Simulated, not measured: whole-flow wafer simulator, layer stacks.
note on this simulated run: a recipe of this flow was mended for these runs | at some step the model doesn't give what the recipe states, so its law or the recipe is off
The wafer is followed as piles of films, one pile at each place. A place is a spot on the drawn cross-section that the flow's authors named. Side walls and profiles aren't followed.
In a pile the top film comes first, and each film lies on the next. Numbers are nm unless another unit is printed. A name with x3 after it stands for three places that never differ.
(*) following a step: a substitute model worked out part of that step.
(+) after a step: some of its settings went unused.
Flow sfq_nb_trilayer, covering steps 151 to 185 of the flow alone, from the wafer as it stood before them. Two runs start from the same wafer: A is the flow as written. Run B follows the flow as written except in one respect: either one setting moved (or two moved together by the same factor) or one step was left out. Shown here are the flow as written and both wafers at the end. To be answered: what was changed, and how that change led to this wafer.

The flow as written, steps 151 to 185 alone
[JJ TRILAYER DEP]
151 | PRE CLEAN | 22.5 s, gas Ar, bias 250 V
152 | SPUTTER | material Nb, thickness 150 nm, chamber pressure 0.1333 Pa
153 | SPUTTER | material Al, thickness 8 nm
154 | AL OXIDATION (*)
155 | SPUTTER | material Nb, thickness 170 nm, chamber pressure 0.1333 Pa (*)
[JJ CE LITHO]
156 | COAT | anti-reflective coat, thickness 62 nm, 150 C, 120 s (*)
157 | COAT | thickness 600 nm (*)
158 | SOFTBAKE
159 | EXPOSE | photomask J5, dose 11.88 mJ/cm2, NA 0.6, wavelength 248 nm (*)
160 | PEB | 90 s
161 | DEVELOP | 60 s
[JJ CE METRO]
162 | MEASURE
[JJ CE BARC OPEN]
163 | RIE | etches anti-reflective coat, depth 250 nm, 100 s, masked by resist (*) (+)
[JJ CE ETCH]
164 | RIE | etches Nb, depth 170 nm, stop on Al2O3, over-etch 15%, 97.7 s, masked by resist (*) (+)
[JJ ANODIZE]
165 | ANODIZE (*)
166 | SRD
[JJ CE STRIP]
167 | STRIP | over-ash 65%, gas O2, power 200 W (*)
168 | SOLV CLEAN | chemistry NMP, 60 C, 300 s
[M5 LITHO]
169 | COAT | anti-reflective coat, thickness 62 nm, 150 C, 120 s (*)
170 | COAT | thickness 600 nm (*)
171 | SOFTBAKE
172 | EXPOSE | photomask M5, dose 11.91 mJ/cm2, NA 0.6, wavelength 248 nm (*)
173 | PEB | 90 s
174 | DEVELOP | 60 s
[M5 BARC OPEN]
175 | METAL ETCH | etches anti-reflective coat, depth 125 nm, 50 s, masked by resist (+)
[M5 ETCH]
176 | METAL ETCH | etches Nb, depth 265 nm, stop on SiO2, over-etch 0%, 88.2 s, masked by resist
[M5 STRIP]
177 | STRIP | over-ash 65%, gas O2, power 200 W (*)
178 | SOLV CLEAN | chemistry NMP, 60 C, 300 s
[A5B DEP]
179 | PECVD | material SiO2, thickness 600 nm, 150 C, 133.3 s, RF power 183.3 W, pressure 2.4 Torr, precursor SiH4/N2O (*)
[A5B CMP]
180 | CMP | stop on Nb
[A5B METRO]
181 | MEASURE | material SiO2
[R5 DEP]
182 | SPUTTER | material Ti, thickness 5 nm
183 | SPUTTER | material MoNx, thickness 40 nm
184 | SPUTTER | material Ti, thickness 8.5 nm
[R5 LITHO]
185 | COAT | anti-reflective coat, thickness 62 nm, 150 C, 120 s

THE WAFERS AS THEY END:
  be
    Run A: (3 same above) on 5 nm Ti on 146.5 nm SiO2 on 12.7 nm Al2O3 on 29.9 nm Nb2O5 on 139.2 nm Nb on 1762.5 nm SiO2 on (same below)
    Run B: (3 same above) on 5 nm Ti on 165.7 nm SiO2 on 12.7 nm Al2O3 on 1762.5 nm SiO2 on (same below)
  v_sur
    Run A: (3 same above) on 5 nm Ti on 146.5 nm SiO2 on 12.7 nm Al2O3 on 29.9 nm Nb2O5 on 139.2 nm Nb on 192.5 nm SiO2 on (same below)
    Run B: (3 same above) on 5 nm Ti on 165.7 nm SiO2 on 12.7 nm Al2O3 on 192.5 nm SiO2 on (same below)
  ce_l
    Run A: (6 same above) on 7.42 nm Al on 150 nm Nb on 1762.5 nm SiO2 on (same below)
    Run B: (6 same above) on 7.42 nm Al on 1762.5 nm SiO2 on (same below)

The reason: step 152, SPUTTER: material Nb, thickness 150 nm, chamber pressure 0.1333 Pa, was omitted.

How this came from the change, step by step:
  153 | SPUTTER | material Al, thickness 8 nm
      via_wl, via_wr: A +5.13 Al (new film) | B +5.88 Al (new film)
  155 | SPUTTER | material Nb, thickness 170 nm, chamber pressure 0.1333 Pa (*)
      via_wl, via_wr: A +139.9 Nb (new film) | B +146.8 Nb (new film)
      via_w: A +140.2 Nb (new film) | B +147 Nb (new film)
  156 | COAT | anti-reflective coat, thickness 62 nm, 150 C, 120 s (*)
      via_wl, via_wr: A +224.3 anti-reflective coat (new film) | B +196.8 anti-reflective coat (new film)
      v_sur: A +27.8 anti-reflective coat (new film) | B +27.1 anti-reflective coat (new film)
      (and at 1 other place as well)
  157 | COAT | thickness 600 nm (*)
      via_w: A +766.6 KrF-resist-other-grade (new film) | B +748.4 KrF-resist-other-grade (new film)
  161 | DEVELOP | 60 s
      via_w: A -764.9 KrF-resist-other-grade (all of it) | B -746.8 KrF-resist-other-grade (all of it)
  163 | RIE | etches anti-reflective coat, depth 250 nm, 100 s, masked by resist (*) (+)
      via_wl, via_wr: A -224.3 anti-reflective coat (all of it) | B -196.8 anti-reflective coat (all of it)
      v_sur: A -27.8 anti-reflective coat (all of it) | B -27.1 anti-reflective coat (all of it)
      (and at 1 other place as well)
  164 | RIE | etches Nb, depth 170 nm, stop on Al2O3, over-etch 15%, 97.7 s, masked by resist (*) (+)
      via_wl, via_wr: A -139.9 Nb (all of it), -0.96 Al2O3 (all of it) | B -146.8 Nb (all of it), -0.96 Al2O3 (all of it)
      via_w: A -140.2 Nb (all of it), -0.96 Al2O3 (all of it) | B -147 Nb (all of it), -0.96 Al2O3 (all of it)
  165 | ANODIZE (*)
      field_l, v_sur, via_sp and 96 more: A +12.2 Al2O3, +29.9 Nb2O5 (new film), -7.42 Al (all of it), -10.8 Nb | B +12.2 Al2O3, -7.42 Al (all of it)
      via_wl, via_wr: A +7.51 Al2O3 (new film), +39.2 Nb2O5 (new film), -4.55 Al (all of it), -14.1 Nb | B +8.75 Al2O3 (new film), +37 Nb2O5 (new film), -5.3 Al (all of it), -13.3 Nb
      (and at 1 other place as well)
  169 | COAT | anti-reflective coat, thickness 62 nm, 150 C, 120 s (*)
      via_wl, via_wr: A +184 anti-reflective coat (new film) | B +150.5 anti-reflective coat (new film)
      ce_l, ce_r: A +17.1 anti-reflective coat (new film) | B +14.7 anti-reflective coat (new film)
      (and at 13 other places as well)
  170 | COAT | thickness 600 nm (*)
      via_w: A +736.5 KrF-resist-other-grade (new film) | B +711.6 KrF-resist-other-grade (new film)
      c5j: A +511 KrF-resist-other-grade (new film) | B +499.6 KrF-resist-other-grade (new film)
      (and at 1 other place as well)
  175 | METAL ETCH | etches anti-reflective coat, depth 125 nm, 50 s, masked by resist (+)
      r_sur: A -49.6 anti-reflective coat (all of it), -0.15 Al2O3 | B -48.5 anti-reflective coat (all of it), -0.15 Al2O3
      wl_a_sl: A -54.5 anti-reflective coat (all of it), -0.14 Al2O3 | B -51.1 anti-reflective coat (all of it), -0.15 Al2O3
  176 | METAL ETCH | etches Nb, depth 265 nm, stop on SiO2, over-etch 0%, 88.2 s, masked by resist
      field_l, res, r_end and 47 more: A -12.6 Al2O3 (all of it), -29.9 Nb2O5 (all of it), -139.2 Nb (all of it), -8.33 SiO2 | B -12.6 Al2O3 (all of it), -25.2 SiO2
      r_sur, wl_a_sl, wl_a_m6: A -12.5 Al2O3 (all of it), -29.9 Nb2O5 (all of it), -139.2 Nb (all of it), -8.33 SiO2 | B -12.5 Al2O3 (all of it), -25.2 SiO2
  177 | STRIP | over-ash 65%, gas O2, power 200 W (*)
      v_sur: A -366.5 KrF-resist-other-grade (all of it), -26.6 anti-reflective coat (all of it) | B -372.8 KrF-resist-other-grade (all of it), -25.4 anti-reflective coat (all of it)
      via_wl: A -418.2 KrF-resist-other-grade (all of it), -184 anti-reflective coat (all of it) | B -420 KrF-resist-other-grade (all of it), -150.5 anti-reflective coat (all of it)
      (and at 13 other places as well)
  180 | CMP | stop on Nb
      field_l, lsp_m, ln_m6 and 44 more: A -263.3 SiO2 | B -396.4 SiO2
      v_sur, via_sp, via_v and 43 more: A -453.5 SiO2 | B -434.3 SiO2
      (and at 9 other places as well)
If metal films that touch count as one body, be has 2 bodies (between them, from the top down: SiO2 165.7 / Al2O3 12.7 / SiO2 1762.5); the flow as written gives 3 bodies (between them, from the top down: SiO2 146.5 / Al2O3 12.7 / Nb2O5 29.9; SiO2 1762.5).
If metal films that touch count as one body, v_sur has 6 bodies (between them, from the top down: SiO2 165.7 / Al2O3 12.7 / SiO2 192.5; SiO2 192.5; SiO2 192.5; SiO2 192.5; SiO2 192.5); the flow as written gives 7 bodies (between them, from the top down: SiO2 146.5 / Al2O3 12.7 / Nb2O5 29.9; SiO2 192.5; SiO2 192.5; SiO2 192.5; SiO2 192.5; SiO2 192.5).
